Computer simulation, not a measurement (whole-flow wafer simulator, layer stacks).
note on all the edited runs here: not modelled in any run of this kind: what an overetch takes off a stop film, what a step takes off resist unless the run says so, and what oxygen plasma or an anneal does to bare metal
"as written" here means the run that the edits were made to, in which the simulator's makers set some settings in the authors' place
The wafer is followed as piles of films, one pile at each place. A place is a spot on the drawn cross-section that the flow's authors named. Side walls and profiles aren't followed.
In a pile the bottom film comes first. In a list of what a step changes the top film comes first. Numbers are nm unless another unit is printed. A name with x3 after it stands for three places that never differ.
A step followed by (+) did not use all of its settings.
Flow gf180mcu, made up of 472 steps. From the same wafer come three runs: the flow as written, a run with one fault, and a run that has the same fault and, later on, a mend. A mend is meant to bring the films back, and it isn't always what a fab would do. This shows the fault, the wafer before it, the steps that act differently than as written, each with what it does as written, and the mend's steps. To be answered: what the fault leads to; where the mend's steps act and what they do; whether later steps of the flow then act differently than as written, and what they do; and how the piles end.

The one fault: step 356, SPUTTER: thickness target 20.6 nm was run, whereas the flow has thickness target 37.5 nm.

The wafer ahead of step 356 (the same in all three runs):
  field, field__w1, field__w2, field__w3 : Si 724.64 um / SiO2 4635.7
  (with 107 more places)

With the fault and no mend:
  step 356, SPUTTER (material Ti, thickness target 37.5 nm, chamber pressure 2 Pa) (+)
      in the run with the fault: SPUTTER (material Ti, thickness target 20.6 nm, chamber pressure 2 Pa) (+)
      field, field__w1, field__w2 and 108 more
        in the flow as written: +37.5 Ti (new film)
        in the run with the fault: +20.6 Ti (new film)
  Steps later in the flow that act otherwise than as written:
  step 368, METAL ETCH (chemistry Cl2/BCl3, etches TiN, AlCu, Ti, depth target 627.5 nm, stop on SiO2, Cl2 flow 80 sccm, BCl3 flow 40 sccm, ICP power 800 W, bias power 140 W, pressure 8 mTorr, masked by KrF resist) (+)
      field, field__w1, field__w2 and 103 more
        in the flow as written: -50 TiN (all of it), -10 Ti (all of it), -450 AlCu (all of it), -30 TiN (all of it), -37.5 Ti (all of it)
        in the run with the fault: -50 TiN (all of it), -10 Ti (all of it), -450 AlCu (all of it), -30 TiN (all of it), -20.6 Ti (all of it)
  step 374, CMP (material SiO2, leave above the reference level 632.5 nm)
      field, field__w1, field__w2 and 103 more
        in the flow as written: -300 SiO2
        in the run with the fault: -316.9 SiO2
  The piles end different from the flow's at field__w8, contact, m1, m1__w1, m1_nw by more than 2% or 0.5 nm, whichever is larger.
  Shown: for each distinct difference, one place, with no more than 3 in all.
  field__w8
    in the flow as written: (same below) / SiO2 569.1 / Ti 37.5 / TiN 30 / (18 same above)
    in the run with the fault: (same below) / SiO2 569.1 / Ti 20.6 / TiN 30 / (18 same above)
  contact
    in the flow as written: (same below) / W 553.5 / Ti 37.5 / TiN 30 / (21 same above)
    in the run with the fault: (same below) / W 553.5 / Ti 20.6 / TiN 30 / (21 same above)

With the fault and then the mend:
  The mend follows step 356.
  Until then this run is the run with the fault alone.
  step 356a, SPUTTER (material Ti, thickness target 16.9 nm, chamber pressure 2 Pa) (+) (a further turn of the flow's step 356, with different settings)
      field, field__w1, field__w2 and 108 more
        +16.9 Ti
  Later steps of the flow that are run all act as written at every place that is followed.
  The piles end the same as the flow's at every place that both follow.
